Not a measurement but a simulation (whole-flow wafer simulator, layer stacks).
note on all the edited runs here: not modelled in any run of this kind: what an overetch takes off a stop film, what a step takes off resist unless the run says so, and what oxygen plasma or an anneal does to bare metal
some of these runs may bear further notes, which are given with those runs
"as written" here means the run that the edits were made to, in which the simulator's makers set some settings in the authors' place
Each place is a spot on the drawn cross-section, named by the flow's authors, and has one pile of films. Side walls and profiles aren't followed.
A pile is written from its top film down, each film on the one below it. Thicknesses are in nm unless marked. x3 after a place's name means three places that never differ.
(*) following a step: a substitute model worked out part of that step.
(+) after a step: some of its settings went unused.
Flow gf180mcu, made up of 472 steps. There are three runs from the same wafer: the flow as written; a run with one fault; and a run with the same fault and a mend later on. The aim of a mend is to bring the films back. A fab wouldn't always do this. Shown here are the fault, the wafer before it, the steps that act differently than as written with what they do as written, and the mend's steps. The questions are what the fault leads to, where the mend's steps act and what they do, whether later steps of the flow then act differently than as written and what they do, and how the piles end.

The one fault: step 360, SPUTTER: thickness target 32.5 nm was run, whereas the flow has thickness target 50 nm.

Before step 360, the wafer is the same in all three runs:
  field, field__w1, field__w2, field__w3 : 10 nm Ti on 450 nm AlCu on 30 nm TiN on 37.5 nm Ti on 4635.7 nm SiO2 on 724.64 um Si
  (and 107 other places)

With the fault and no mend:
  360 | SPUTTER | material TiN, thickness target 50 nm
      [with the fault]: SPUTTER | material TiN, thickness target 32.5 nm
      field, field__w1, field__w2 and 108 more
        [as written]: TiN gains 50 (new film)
        [with the fault]: TiN gains 32.5 (new film)
  Later steps of the flow acting differently than as written (not shown: 4 more steps that differ only slightly, by at most 2% or 0.5 nm, whichever is larger):
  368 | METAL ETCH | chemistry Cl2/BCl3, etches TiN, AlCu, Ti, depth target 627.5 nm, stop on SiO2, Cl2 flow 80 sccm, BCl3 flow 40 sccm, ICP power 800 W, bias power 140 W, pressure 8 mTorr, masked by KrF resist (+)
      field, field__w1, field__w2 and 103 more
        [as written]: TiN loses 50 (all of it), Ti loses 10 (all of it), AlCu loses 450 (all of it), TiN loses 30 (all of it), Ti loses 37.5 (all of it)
        [with the fault]: TiN loses 32.5 (all of it), Ti loses 10 (all of it), AlCu loses 450 (all of it), TiN loses 30 (all of it), Ti loses 37.5 (all of it)
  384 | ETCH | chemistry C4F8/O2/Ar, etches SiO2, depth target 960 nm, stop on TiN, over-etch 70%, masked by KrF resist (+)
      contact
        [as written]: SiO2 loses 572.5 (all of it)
        [with the fault]: SiO2 loses 590 (all of it)
  By the end, the piles at field__w8, contact, m1, m1__w1, m1_nw depart from the flow's by more than 2% or 0.5 nm, whichever is larger.
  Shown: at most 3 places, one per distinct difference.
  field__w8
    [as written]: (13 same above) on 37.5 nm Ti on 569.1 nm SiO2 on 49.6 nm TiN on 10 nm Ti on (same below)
    [with the fault]: (13 same above) on 37.5 nm Ti on 586.6 nm SiO2 on 32.1 nm TiN on 10 nm Ti on (same below)
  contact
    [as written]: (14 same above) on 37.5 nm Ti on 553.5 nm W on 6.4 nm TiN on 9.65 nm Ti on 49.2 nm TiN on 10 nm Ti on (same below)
    [with the fault]: (14 same above) on 37.5 nm Ti on 571.2 nm W on 6.34 nm TiN on 9.55 nm Ti on 31.7 nm TiN on 10 nm Ti on (same below)

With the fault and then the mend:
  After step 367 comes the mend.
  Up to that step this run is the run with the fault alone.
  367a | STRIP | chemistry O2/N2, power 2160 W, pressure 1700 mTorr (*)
      field__w8, contact, m1, m1__w1, m1_nw
        KrF resist loses 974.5 (all of it)
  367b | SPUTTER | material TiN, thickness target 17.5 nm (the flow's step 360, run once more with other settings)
      field, field__w1, field__w2 and 108 more
        TiN gains 17.5
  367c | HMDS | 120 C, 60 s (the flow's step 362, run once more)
      alters no film at any place that is followed
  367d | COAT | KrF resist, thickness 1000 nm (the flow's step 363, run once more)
      field, field__w1, field__w2 and 108 more
        KrF resist gains 1000 (new film)
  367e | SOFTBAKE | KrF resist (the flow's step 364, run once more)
      alters no film at any place that is followed
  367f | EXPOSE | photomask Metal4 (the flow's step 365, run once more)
      alters no film at any place that is followed
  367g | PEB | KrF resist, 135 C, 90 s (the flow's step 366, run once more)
      field, field__w1, field__w2 and 108 more
        KrF resist loses 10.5
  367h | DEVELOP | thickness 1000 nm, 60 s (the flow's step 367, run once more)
      field, field__w1, field__w2 and 103 more
        KrF resist loses 989.5 (all of it)
      field__w8, contact, m1, m1__w1, m1_nw
        KrF resist loses 14.9
  Later steps of the flow that are run all act as written at every place that is followed.
  By the end, the piles equal the flow's at every place that both follow.
